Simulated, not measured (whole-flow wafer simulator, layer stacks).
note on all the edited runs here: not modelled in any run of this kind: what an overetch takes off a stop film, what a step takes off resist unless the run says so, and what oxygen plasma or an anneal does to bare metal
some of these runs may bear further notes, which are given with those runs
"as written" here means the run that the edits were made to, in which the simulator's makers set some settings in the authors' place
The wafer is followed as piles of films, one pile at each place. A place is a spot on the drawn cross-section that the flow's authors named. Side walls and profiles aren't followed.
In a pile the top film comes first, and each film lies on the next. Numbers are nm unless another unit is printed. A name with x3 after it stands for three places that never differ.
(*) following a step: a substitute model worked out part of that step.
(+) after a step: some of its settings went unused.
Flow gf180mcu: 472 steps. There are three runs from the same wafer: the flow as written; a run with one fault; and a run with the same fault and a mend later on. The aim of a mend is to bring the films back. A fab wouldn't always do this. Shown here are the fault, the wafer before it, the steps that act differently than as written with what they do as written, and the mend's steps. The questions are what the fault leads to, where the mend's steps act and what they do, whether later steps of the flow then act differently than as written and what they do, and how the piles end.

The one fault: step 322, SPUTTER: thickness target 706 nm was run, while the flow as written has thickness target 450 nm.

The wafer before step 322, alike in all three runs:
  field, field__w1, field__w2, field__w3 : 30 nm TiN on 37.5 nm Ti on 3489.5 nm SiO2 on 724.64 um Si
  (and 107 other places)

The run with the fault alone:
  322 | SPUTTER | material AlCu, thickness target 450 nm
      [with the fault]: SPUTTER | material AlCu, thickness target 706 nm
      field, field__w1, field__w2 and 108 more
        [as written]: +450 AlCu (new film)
        [with the fault]: +706 AlCu (new film)
  Steps later in the flow that act otherwise than as written:
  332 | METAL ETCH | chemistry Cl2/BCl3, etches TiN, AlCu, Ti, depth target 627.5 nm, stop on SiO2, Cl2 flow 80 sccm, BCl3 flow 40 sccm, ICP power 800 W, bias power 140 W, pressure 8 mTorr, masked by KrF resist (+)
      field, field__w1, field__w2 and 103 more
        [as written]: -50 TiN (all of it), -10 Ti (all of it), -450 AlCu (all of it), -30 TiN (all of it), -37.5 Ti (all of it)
        [with the fault]: -50 TiN (all of it), -10 Ti (all of it), -567.5 AlCu
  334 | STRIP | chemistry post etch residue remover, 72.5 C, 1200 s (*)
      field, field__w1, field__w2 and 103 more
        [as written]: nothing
        [with the fault]: -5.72 AlCu
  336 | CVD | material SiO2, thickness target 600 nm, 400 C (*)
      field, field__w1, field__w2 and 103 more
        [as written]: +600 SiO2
        [with the fault]: +600 SiO2 (new film)
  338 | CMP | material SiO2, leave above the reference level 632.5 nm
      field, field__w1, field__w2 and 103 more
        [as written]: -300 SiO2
        [with the fault]: -244.3 SiO2
  At field, field__w1, field__w2 and 109 more, the piles at the end differ from the flow's by more than 2% or 0.5 nm, whichever is larger.
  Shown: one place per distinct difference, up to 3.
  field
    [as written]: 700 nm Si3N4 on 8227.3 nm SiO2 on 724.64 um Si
    [with the fault]: 700 nm Si3N4 on 4793.5 nm SiO2 on 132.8 nm AlCu on 30 nm TiN on 37.5 nm Ti on 3489.5 nm SiO2 on 724.64 um Si
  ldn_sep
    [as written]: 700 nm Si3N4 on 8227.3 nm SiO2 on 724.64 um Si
    [with the fault]: 700 nm Si3N4 on 4793.5 nm SiO2 on 132.8 nm AlCu on 30 nm TiN on 37.5 nm Ti on 3489.4 nm SiO2 on 724.64 um Si
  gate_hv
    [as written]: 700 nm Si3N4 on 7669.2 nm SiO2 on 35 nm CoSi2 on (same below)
    [with the fault]: 700 nm Si3N4 on 4793.5 nm SiO2 on 132.8 nm AlCu on 30 nm TiN on 37.5 nm Ti on 2931.3 nm SiO2 on 35 nm CoSi2 on (same below)

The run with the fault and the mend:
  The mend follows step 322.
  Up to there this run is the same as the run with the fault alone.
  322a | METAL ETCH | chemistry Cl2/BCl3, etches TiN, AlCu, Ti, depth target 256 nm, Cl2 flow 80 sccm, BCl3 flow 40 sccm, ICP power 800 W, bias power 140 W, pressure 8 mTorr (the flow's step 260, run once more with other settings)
      field, field__w1, field__w2 and 108 more
        -256 AlCu
  Every later step of the flow that is run acts as written at every place that is followed.
  At every place that both follow, the piles at the end match the flow's.
